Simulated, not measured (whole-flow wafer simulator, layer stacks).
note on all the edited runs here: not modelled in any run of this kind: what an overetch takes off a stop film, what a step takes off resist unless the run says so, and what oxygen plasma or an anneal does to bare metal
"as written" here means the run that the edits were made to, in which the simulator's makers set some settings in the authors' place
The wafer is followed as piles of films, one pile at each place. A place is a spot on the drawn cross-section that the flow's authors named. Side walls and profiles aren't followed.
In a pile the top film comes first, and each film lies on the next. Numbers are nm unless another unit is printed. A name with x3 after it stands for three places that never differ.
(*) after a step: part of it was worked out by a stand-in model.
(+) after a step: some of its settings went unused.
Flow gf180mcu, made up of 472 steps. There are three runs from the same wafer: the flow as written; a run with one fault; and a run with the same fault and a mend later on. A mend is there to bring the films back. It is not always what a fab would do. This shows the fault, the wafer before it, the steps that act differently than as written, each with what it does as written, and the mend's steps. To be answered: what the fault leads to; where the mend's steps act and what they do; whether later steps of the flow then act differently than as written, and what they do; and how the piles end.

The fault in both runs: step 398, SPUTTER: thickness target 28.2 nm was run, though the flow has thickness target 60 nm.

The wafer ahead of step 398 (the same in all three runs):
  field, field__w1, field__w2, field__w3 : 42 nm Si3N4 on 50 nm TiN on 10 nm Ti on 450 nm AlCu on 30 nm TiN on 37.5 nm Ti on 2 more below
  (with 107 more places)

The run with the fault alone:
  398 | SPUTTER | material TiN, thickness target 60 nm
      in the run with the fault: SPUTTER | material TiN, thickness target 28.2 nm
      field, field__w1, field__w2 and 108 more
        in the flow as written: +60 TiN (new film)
        in the run with the fault: +28.2 TiN (new film)
  Steps further on in the flow that do not act as written (6 other steps are not shown; they differ only slightly, by no more than 2% or 0.5 nm, whichever is larger):
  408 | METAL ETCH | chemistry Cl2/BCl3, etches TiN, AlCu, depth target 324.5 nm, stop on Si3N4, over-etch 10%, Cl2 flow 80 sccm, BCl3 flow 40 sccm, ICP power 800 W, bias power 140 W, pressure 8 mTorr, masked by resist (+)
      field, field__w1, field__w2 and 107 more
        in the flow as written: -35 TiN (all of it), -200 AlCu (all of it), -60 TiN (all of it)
        in the run with the fault: -35 TiN (all of it), -200 AlCu (all of it), -28.2 TiN (all of it)
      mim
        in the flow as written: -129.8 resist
        in the run with the fault: -115.8 resist
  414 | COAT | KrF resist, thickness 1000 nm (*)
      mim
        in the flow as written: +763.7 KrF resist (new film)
        in the run with the fault: +788.1 KrF resist (new film)
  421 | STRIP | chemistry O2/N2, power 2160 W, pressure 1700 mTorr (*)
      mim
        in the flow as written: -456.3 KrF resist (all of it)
        in the run with the fault: -480.2 KrF resist (all of it)
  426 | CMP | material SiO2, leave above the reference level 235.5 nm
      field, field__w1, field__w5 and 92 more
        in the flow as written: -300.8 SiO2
        in the run with the fault: -332.6 SiO2
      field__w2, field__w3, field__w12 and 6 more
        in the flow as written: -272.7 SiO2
        in the run with the fault: -304.5 SiO2
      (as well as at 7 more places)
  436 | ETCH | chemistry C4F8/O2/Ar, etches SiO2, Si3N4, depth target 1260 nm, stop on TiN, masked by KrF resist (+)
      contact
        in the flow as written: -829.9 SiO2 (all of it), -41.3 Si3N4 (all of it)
        in the run with the fault: -798.1 SiO2 (all of it), -41.3 Si3N4 (all of it)
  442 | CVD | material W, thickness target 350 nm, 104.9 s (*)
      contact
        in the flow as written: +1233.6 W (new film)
        in the run with the fault: +1201.5 W (new film)
  At field__w8, contact, m1, m1__w1, mim, m1_nw, the piles at the end differ from the flow's by more than 2% or 0.5 nm, whichever is larger.
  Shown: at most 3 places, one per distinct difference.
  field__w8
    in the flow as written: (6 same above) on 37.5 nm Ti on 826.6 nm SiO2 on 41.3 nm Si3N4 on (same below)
    in the run with the fault: (6 same above) on 37.5 nm Ti on 794.8 nm SiO2 on 41.3 nm Si3N4 on (same below)
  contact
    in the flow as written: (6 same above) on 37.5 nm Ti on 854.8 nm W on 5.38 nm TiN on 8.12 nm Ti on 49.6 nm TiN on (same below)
    in the run with the fault: (6 same above) on 37.5 nm Ti on 822.7 nm W on 5.48 nm TiN on 8.27 nm Ti on 49.6 nm TiN on (same below)
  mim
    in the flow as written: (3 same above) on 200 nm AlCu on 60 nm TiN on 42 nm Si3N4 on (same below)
    in the run with the fault: (3 same above) on 200 nm AlCu on 28.2 nm TiN on 42 nm Si3N4 on (same below)

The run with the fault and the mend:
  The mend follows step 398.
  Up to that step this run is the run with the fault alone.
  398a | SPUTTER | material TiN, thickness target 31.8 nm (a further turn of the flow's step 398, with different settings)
      field, field__w1, field__w2 and 108 more
        +31.8 TiN
  Later steps of the flow that are run all act as written at every place that is followed.
  At every place that both follow, the piles at the end match the flow's.
